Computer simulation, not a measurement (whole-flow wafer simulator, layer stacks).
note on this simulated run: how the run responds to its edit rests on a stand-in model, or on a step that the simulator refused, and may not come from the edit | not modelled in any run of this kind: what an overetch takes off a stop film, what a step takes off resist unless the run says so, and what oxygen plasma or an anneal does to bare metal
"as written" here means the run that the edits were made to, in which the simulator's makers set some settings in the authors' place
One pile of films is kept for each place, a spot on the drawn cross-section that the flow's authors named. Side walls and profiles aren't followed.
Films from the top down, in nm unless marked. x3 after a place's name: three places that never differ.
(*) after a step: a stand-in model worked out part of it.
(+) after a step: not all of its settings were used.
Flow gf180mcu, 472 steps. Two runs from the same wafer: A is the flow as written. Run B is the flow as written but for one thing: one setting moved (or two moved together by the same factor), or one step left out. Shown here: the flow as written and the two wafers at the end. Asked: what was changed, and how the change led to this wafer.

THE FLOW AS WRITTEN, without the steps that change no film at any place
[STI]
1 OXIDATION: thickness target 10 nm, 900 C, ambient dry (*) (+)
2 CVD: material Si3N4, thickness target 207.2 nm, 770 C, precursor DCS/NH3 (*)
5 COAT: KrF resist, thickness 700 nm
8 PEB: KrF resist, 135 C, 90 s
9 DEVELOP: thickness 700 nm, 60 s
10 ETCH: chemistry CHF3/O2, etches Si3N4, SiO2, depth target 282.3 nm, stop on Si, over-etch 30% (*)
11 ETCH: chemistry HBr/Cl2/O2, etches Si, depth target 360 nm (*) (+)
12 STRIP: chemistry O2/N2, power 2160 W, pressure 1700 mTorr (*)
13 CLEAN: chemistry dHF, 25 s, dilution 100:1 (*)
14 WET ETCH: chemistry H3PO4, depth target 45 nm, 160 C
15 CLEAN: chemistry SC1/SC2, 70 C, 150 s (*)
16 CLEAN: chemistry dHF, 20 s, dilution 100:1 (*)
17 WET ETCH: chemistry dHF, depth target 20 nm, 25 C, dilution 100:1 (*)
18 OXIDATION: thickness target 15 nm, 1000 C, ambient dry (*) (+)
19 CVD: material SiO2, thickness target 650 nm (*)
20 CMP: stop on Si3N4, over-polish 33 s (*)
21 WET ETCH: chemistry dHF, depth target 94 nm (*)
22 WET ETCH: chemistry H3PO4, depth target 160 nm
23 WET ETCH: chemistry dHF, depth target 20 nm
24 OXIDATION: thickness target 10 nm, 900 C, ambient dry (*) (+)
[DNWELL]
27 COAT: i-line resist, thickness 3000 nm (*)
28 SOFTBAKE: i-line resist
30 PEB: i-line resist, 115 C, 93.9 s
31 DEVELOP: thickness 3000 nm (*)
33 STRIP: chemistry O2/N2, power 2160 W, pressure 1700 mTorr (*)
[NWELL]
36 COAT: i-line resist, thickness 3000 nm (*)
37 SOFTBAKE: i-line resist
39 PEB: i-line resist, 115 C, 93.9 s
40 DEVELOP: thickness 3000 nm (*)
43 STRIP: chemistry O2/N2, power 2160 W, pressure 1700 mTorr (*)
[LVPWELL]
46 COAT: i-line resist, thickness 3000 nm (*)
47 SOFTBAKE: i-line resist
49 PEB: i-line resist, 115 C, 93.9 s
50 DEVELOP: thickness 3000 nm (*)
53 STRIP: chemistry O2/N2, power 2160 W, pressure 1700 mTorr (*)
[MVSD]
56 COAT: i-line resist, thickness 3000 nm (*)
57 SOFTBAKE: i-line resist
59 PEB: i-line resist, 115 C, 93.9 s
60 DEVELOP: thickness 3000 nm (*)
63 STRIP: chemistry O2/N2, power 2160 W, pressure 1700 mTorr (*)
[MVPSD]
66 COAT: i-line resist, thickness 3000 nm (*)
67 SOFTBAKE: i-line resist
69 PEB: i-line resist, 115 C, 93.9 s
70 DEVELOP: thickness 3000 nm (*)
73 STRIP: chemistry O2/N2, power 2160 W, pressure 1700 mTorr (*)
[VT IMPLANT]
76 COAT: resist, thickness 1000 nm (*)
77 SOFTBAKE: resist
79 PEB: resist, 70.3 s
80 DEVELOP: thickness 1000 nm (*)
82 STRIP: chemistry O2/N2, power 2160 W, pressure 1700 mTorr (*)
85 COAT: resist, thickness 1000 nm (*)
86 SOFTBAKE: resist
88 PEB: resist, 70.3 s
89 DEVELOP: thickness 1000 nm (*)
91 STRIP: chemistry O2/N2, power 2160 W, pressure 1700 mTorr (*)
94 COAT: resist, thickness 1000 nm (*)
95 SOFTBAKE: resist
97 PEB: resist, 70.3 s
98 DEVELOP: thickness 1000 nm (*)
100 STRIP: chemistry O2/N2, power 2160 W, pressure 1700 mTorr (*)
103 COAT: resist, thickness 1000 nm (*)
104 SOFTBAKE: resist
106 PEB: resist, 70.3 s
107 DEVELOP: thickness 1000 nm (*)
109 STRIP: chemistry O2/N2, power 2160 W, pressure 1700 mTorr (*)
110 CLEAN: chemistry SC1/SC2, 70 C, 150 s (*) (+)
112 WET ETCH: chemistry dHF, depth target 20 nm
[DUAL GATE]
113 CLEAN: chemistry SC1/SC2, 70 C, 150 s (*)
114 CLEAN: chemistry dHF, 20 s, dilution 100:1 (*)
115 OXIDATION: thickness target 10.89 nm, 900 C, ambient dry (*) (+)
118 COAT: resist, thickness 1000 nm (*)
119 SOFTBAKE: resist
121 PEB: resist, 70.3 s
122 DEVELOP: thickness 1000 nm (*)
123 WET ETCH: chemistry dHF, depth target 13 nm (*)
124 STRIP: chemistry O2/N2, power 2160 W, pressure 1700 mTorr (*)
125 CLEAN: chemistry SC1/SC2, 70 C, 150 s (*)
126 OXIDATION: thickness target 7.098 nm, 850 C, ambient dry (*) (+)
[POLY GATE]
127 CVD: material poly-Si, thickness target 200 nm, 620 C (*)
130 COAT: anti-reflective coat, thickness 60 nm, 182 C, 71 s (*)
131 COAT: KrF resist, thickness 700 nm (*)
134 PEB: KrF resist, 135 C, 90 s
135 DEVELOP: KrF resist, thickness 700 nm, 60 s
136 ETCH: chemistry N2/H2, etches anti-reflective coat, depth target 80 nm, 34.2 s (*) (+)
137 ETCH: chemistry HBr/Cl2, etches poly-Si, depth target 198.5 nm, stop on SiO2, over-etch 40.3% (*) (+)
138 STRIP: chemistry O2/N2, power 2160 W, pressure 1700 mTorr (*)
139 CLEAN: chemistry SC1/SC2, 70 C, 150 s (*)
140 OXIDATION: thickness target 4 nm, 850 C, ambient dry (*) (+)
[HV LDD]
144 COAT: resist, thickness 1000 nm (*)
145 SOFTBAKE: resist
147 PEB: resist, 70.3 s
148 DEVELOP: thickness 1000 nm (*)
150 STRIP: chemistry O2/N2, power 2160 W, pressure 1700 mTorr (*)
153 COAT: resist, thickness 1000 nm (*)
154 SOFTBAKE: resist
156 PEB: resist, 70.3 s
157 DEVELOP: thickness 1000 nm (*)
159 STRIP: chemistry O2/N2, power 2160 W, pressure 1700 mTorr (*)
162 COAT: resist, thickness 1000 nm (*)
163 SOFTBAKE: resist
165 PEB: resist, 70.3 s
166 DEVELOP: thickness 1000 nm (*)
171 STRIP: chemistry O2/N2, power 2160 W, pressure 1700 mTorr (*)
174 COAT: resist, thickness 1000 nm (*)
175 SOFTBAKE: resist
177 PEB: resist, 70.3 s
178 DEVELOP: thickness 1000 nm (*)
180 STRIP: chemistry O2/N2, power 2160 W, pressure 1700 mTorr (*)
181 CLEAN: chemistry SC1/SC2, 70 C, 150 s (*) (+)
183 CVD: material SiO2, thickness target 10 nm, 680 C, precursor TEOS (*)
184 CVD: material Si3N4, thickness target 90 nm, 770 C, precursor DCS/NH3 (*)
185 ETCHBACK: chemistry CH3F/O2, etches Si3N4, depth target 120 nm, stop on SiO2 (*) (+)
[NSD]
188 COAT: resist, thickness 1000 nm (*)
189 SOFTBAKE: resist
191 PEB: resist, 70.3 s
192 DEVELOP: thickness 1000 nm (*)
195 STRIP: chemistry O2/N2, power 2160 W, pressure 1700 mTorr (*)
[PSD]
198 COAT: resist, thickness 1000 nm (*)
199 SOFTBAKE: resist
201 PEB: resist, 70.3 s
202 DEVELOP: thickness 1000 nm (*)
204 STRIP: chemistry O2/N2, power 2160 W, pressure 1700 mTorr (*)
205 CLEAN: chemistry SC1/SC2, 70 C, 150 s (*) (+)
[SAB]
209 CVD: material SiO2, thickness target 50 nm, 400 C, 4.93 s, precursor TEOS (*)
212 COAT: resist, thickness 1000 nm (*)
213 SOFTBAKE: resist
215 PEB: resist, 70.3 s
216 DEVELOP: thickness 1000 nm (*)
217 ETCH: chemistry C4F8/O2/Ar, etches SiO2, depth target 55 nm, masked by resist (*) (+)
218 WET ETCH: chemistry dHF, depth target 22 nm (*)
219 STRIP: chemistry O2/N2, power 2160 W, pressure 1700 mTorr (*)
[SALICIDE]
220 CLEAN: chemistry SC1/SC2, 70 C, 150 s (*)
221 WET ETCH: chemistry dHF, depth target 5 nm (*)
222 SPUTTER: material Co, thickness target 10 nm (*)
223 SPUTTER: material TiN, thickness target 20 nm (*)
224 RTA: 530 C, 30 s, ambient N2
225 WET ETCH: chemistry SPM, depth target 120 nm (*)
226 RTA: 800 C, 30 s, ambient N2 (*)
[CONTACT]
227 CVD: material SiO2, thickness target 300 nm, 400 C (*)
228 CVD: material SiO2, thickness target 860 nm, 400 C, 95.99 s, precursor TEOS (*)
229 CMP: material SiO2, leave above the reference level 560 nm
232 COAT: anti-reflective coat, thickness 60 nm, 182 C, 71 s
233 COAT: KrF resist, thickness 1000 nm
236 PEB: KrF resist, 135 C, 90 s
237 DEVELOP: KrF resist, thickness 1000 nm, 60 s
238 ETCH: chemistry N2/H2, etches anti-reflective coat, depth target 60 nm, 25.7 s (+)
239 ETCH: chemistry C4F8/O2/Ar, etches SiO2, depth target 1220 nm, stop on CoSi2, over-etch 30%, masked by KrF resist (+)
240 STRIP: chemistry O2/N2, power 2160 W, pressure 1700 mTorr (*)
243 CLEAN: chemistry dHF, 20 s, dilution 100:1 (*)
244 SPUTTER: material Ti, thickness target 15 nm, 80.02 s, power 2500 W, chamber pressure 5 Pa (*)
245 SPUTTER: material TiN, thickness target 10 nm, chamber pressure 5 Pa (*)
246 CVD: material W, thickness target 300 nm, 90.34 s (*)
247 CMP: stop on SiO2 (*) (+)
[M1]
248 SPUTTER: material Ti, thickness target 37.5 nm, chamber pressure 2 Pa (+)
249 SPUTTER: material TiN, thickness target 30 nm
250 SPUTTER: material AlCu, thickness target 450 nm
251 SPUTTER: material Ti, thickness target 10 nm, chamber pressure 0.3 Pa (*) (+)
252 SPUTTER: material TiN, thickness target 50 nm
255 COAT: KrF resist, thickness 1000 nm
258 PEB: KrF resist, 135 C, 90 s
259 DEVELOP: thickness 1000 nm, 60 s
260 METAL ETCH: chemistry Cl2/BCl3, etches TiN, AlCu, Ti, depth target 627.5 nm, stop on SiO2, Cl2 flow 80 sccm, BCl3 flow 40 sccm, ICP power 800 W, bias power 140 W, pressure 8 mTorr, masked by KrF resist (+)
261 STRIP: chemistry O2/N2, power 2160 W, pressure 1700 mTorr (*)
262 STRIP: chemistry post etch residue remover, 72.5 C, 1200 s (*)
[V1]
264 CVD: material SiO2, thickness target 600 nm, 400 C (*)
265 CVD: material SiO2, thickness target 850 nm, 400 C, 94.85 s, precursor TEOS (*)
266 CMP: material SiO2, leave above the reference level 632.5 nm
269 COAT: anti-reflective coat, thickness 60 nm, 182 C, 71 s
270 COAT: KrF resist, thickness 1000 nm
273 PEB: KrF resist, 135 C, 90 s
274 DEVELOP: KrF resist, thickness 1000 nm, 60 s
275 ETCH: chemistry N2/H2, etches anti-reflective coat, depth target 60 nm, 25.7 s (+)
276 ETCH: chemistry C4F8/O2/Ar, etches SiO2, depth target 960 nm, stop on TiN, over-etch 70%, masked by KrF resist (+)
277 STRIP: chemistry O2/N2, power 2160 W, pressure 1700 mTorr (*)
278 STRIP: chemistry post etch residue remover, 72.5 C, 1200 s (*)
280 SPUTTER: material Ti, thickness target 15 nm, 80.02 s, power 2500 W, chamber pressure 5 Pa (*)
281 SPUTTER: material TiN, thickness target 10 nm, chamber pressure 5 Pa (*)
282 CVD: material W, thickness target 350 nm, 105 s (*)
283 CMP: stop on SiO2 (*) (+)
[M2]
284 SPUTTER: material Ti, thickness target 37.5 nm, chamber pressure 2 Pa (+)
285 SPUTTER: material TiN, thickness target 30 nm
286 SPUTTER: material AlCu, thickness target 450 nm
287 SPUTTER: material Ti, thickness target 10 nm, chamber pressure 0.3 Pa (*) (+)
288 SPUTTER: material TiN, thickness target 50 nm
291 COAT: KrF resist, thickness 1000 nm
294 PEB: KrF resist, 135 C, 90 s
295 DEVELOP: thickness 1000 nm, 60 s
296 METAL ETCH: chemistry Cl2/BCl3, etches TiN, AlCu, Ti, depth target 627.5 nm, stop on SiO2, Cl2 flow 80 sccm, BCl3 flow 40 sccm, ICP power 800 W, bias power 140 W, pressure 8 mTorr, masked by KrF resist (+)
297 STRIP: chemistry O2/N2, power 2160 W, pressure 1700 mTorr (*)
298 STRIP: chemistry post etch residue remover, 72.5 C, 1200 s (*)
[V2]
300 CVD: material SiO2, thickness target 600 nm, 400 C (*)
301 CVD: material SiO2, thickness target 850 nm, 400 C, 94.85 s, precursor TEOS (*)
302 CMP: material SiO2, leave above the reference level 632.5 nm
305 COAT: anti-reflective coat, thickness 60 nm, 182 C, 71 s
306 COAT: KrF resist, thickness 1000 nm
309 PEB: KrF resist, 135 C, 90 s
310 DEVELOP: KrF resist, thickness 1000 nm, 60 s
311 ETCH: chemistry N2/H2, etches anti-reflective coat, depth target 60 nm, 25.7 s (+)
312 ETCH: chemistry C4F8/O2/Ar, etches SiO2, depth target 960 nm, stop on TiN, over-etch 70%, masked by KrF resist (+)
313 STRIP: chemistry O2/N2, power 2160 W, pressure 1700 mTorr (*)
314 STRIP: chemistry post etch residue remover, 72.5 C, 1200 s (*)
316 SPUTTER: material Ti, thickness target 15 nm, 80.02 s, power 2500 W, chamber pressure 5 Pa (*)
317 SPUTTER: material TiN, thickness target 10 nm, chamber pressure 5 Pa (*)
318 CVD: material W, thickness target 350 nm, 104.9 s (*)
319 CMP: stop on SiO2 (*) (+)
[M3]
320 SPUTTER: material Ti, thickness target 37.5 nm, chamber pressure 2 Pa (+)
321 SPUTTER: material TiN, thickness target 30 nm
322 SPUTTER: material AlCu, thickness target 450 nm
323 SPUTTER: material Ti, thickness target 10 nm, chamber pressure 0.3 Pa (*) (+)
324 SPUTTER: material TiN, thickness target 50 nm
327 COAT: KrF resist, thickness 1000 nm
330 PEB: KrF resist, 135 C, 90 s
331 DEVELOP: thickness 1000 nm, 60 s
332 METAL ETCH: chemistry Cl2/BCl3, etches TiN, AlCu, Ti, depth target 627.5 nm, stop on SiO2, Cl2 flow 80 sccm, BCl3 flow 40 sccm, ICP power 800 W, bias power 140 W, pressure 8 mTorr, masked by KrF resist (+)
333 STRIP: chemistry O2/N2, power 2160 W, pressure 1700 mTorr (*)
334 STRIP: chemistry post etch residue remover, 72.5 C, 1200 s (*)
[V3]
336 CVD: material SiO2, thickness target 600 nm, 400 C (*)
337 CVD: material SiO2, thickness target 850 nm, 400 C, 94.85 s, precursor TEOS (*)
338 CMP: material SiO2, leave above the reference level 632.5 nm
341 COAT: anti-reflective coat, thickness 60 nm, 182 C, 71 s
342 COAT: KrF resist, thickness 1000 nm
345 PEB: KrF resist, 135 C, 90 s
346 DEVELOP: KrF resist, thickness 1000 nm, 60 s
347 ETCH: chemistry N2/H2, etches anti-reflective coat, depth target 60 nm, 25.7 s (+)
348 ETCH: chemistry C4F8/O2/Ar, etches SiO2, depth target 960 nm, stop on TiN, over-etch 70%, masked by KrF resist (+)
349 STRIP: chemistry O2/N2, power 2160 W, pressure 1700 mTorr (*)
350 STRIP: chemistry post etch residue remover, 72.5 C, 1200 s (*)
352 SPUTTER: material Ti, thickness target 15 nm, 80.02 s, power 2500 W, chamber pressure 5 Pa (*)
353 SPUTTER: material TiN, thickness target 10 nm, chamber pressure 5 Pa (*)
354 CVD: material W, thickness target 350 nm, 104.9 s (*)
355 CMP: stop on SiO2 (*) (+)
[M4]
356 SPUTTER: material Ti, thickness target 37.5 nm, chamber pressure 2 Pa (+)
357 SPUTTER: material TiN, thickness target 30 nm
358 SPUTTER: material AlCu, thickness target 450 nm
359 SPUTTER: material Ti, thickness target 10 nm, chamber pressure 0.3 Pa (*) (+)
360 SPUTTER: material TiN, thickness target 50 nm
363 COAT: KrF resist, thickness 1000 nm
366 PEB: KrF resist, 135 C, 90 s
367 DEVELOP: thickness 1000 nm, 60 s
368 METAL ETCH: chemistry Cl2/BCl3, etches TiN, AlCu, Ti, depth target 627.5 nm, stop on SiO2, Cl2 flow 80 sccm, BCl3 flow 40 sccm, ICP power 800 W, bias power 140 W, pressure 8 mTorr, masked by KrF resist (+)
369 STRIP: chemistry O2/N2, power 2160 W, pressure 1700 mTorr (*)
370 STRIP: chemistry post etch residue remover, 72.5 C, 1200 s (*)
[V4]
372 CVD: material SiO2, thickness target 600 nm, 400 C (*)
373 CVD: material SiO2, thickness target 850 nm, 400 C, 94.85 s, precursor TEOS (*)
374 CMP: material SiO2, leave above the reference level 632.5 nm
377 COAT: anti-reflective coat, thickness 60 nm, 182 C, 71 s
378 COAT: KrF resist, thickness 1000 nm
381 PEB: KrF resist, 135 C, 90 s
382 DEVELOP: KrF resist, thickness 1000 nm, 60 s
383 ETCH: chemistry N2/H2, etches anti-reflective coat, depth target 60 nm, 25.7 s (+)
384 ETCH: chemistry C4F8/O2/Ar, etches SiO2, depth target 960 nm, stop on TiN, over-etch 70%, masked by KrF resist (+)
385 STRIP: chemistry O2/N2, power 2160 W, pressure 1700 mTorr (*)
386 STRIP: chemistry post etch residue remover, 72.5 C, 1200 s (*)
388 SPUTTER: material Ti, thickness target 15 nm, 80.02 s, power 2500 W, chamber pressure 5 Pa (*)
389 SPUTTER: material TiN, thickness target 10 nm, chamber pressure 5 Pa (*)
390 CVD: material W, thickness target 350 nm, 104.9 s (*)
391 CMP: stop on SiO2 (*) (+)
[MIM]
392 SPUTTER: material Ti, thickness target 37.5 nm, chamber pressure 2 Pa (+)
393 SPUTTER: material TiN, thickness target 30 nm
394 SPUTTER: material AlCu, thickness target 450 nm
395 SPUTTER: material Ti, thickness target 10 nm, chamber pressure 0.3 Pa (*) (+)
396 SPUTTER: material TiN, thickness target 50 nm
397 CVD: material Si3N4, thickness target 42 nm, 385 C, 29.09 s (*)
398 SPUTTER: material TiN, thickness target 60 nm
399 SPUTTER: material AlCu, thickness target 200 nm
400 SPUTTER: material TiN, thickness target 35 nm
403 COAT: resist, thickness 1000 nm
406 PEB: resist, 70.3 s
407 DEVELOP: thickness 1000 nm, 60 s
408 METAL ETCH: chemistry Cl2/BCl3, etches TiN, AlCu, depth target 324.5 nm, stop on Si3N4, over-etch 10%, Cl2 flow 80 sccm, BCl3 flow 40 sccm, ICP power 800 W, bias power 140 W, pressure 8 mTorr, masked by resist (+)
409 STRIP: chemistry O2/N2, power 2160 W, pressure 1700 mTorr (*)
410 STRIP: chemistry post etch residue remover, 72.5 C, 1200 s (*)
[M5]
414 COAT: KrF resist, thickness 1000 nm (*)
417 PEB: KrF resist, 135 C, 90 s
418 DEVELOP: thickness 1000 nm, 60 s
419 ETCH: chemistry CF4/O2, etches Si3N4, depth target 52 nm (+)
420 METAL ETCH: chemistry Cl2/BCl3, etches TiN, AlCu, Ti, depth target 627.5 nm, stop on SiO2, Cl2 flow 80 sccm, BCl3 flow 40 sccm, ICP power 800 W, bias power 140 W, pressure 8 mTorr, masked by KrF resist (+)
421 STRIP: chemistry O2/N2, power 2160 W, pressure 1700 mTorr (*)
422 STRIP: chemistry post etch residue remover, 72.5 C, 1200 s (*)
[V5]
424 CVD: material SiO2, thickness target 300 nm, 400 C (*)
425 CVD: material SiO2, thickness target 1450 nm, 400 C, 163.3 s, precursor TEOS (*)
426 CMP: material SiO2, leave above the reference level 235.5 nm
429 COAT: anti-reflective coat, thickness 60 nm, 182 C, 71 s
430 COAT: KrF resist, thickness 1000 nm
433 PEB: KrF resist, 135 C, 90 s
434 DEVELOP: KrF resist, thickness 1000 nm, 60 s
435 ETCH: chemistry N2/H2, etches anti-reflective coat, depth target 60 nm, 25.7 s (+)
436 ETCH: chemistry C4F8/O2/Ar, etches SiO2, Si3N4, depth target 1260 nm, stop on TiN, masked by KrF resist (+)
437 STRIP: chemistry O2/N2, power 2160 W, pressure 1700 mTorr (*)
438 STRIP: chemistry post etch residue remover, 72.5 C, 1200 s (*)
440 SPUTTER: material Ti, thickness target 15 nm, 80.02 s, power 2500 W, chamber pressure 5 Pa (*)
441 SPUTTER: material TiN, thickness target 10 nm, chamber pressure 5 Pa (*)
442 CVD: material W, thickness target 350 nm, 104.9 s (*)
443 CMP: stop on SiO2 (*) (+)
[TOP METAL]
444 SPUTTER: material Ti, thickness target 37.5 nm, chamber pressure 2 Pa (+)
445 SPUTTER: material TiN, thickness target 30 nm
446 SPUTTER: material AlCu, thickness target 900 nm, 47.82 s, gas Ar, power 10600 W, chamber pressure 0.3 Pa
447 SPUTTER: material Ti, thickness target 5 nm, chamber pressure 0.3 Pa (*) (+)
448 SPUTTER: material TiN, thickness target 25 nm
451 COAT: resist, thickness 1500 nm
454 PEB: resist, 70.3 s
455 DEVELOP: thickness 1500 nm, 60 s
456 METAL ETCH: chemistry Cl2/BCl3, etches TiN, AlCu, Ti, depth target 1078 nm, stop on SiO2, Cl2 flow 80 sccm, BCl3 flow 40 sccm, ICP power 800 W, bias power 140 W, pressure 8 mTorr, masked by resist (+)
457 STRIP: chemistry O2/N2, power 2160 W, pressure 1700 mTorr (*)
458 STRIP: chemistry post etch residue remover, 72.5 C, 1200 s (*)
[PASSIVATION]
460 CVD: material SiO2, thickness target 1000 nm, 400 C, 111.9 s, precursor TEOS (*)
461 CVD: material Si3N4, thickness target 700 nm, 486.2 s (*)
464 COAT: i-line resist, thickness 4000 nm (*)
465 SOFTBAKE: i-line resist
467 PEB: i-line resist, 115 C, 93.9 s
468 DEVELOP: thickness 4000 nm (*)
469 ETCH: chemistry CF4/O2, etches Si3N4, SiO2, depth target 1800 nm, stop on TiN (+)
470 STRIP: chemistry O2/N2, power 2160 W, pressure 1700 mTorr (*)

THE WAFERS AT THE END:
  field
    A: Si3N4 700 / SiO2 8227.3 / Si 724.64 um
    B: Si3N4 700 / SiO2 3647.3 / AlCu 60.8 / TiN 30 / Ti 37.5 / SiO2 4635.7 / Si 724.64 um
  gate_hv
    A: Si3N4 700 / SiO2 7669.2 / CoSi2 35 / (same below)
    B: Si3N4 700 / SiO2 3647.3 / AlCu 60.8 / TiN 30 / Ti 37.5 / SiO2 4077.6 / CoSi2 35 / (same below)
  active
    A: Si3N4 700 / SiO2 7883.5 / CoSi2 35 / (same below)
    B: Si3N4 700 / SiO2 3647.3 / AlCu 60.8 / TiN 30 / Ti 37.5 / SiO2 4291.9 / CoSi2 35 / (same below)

The cause: step 358, SPUTTER: thickness target 634 nm was run, where the flow has thickness target 450 nm.

How the change led to this, step by step:
  358 SPUTTER: material AlCu, thickness target 450 nm
      field, field__w1, field__w2 and 108 more: A AlCu +450 (new film) | B AlCu +634 (new film)
  368 METAL ETCH: chemistry Cl2/BCl3, etches TiN, AlCu, Ti, depth target 627.5 nm, stop on SiO2, Cl2 flow 80 sccm, BCl3 flow 40 sccm, ICP power 800 W, bias power 140 W, pressure 8 mTorr, masked by KrF resist (+)
      field, field__w1, field__w2 and 103 more: A TiN -50 (all of it), Ti -10 (all of it), AlCu -450 (all of it), TiN -30 (all of it), Ti -37.5 (all of it) | B TiN -50 (all of it), Ti -10 (all of it), AlCu -567.5
  370 STRIP: chemistry post etch residue remover, 72.5 C, 1200 s (*)
      field, field__w1, field__w2 and 103 more: A nothing | B AlCu -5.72
  372 CVD: material SiO2, thickness target 600 nm, 400 C (*)
      field, field__w1, field__w2 and 103 more: A SiO2 +600 | B SiO2 +600 (new film)
  374 CMP: material SiO2, leave above the reference level 632.5 nm
      field, field__w1, field__w2 and 103 more: A SiO2 -300 | B SiO2 -244.3
Counting metal films that touch as one body, field has 1 body; the flow as written gives 0 bodies.
Counting metal films that touch as one body, gate_hv has 2 bodies (between them, from the top down: SiO2 4077.6); the flow as written gives 1 body.
Counting metal films that touch as one body, active has 2 bodies (between them, from the top down: SiO2 4291.9); the flow as written gives 1 body.
